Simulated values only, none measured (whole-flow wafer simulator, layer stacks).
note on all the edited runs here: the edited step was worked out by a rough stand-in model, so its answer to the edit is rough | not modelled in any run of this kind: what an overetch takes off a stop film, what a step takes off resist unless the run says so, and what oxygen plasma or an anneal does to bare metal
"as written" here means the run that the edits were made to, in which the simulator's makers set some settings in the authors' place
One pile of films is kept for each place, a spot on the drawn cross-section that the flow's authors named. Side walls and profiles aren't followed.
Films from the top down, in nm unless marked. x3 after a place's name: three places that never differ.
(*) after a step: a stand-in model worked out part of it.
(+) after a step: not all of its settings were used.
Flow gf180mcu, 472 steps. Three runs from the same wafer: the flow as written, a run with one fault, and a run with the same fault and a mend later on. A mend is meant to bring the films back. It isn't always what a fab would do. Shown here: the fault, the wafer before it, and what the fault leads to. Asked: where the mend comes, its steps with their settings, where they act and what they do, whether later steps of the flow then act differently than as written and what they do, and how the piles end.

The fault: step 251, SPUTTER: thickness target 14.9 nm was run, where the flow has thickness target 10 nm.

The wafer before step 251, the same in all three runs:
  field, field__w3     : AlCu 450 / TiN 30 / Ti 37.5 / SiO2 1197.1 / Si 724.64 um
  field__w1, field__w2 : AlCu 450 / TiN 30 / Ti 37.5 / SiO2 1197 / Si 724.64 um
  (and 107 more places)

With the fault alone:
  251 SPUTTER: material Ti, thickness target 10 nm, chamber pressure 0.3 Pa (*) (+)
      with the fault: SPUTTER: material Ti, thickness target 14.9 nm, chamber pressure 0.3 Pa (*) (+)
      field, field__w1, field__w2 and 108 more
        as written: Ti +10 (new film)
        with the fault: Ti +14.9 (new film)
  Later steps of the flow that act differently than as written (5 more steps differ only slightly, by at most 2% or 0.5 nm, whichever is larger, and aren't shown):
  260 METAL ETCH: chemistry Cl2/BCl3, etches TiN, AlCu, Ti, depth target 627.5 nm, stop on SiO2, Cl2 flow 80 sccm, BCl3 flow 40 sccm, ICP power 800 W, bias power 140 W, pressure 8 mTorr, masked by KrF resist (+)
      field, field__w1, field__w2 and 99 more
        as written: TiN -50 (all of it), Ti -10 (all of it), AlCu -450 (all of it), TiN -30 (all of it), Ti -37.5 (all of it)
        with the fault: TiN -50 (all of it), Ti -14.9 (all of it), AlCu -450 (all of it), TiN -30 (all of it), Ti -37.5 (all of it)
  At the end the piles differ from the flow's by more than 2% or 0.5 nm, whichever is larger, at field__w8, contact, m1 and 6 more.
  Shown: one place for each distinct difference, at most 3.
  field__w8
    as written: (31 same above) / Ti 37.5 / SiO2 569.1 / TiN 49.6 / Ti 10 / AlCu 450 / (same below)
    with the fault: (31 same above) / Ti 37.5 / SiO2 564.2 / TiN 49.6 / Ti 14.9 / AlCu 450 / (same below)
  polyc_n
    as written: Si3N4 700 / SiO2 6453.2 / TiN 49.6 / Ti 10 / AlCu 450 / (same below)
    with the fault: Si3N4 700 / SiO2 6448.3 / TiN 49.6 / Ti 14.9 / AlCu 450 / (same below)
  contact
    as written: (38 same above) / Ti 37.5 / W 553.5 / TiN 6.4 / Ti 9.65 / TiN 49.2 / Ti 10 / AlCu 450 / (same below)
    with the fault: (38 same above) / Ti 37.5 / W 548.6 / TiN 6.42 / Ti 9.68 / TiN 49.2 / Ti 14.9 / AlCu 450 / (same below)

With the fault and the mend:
  The mend comes after step 251.
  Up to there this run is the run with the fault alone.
  251a METAL ETCH: chemistry Cl2/BCl3, etches TiN, AlCu, Ti, depth target 4.9 nm, Cl2 flow 80 sccm, BCl3 flow 40 sccm, ICP power 800 W, bias power 140 W, pressure 8 mTorr
      field, field__w1, field__w2 and 108 more
        Ti -4.9
  No later step of the flow acts differently than as written at any place that is followed.
  At the end the piles are the same as the flow's at every place that both follow.
